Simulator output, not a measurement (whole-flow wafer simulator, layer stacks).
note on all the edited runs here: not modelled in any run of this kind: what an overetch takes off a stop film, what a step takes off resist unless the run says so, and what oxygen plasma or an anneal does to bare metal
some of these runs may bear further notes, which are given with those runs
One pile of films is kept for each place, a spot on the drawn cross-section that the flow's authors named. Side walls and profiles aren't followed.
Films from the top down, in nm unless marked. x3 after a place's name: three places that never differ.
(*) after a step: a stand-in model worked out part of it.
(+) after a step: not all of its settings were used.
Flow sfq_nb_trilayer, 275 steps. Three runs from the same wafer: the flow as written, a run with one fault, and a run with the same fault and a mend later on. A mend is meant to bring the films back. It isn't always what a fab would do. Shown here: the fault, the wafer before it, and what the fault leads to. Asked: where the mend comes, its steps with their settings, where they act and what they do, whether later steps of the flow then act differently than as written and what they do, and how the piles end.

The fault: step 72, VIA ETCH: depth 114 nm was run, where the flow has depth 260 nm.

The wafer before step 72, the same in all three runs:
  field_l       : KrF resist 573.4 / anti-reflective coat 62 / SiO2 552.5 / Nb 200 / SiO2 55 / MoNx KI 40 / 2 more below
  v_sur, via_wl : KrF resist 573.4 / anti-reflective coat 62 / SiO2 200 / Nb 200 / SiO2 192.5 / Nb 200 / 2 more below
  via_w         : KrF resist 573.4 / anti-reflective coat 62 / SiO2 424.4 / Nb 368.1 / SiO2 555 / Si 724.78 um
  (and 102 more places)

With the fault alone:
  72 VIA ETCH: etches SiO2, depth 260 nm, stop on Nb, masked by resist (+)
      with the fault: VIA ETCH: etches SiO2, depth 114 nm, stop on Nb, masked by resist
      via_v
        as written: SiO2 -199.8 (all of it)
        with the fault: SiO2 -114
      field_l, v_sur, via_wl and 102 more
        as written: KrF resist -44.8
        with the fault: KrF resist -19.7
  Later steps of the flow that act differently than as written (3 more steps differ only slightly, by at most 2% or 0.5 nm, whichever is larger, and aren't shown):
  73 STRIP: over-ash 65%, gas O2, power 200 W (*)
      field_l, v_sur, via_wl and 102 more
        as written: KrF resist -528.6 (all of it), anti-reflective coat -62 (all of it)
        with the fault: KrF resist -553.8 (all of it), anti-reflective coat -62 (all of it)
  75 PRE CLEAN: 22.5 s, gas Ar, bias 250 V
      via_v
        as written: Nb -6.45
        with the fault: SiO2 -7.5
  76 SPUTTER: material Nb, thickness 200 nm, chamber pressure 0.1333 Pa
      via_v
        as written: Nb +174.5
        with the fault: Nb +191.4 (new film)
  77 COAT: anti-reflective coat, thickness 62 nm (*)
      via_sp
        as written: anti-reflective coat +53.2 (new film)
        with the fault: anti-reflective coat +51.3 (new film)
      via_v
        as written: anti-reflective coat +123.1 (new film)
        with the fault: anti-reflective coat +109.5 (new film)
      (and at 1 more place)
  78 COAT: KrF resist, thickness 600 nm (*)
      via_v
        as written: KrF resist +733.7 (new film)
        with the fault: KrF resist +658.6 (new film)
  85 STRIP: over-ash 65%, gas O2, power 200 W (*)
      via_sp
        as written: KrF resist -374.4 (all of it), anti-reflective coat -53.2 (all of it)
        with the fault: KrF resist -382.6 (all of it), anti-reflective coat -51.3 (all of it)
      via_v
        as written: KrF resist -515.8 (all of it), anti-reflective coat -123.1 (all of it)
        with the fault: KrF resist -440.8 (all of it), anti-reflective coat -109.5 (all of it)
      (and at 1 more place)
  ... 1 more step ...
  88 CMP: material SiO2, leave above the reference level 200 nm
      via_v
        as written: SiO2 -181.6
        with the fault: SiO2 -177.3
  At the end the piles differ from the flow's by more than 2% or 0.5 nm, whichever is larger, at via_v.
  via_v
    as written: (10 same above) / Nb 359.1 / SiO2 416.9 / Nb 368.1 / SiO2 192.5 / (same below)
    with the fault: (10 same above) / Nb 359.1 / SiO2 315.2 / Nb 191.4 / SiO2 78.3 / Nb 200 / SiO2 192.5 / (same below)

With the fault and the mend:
  The mend comes after step 73.
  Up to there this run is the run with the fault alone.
  73a COAT: anti-reflective coat, thickness 62 nm (*) (the flow's step 65 once more)
      p4_fl x3, p4_w1 x9, p4_g1 x2 and 63 more
        anti-reflective coat +62 (new film)
      c5j, ce_r, sp_r and 13 more
        anti-reflective coat +61.9 (new film)
      field_l, v_sur, gap, jj_sur, ce_l
        anti-reflective coat +61.8 (new film)
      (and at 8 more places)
  73b COAT: KrF resist, thickness 650 nm (*) (the flow's step 66 once more)
      p4_fl x3, p4_w1 x9, p4_g1 x2 and 63 more
        KrF resist +650 (new film)
      r_end, moat, field_r, lsp_l, ln_m5, lsp_m
        KrF resist +649.7 (new film)
      ln_m6, lsp_r, l0_sur, l0v
        KrF resist +649.8 (new film)
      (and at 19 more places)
  73c SOFTBAKE: KrF resist (the flow's step 67 once more)
      changes no film at any place that is followed
  73d EXPOSE: photomask I1, dose 11.91 mJ/cm2, NA 0.6, wavelength 248 nm (*) (the flow's step 68 once more)
      changes no film at any place that is followed
  73e PEB: KrF resist, 90 s (the flow's step 69 once more)
      via_sp, wire, ce_l and 93 more
        KrF resist -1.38
      field_l, v_sur, via_wl and 6 more
        KrF resist -1.37
      via_v
        KrF resist -1.52
  73f DEVELOP: KrF resist, thickness 650 nm, 60 s (the flow's step 70 once more)
      field_l, v_sur, via_wl and 102 more
        KrF resist -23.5
      via_v
        KrF resist -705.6 (all of it)
  73g VIA ETCH: etches anti-reflective coat, depth 125 nm, masked by resist (+) (the flow's step 71 once more)
      field_l, v_sur, via_wl and 102 more
        KrF resist -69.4
      via_v
        anti-reflective coat -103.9 (all of it), SiO2 -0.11
  73h VIA ETCH: etches SiO2, depth 146 nm, stop on Nb, masked by resist (+) (the flow's step 72 once more, with other settings)
      field_l, v_sur, via_wl and 102 more
        KrF resist -22.2
      via_v
        SiO2 -85.7 (all of it)
  73i STRIP: over-ash 65%, gas O2, power 200 W (*) (the flow's step 73 once more)
      p4_fl x3, p4_w1 x9, p4_g1 x2 and 63 more
        KrF resist -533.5 (all of it), anti-reflective coat -62 (all of it)
      moat, field_r, lsp_l, ln_m5, lsp_m, ln_m6, l0v
        KrF resist -533.2 (all of it), anti-reflective coat -61.9 (all of it)
      r_sur, res, r_end
        KrF resist -533.1 (all of it), anti-reflective coat -61.9 (all of it)
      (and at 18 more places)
  No later step of the flow acts differently than as written, at any place that is followed, by more than 2% or 0.5 nm, whichever is larger.
  At the end the piles differ from the flow's only slightly at the places that both follow, by at most 2% or 0.5 nm, whichever is larger.
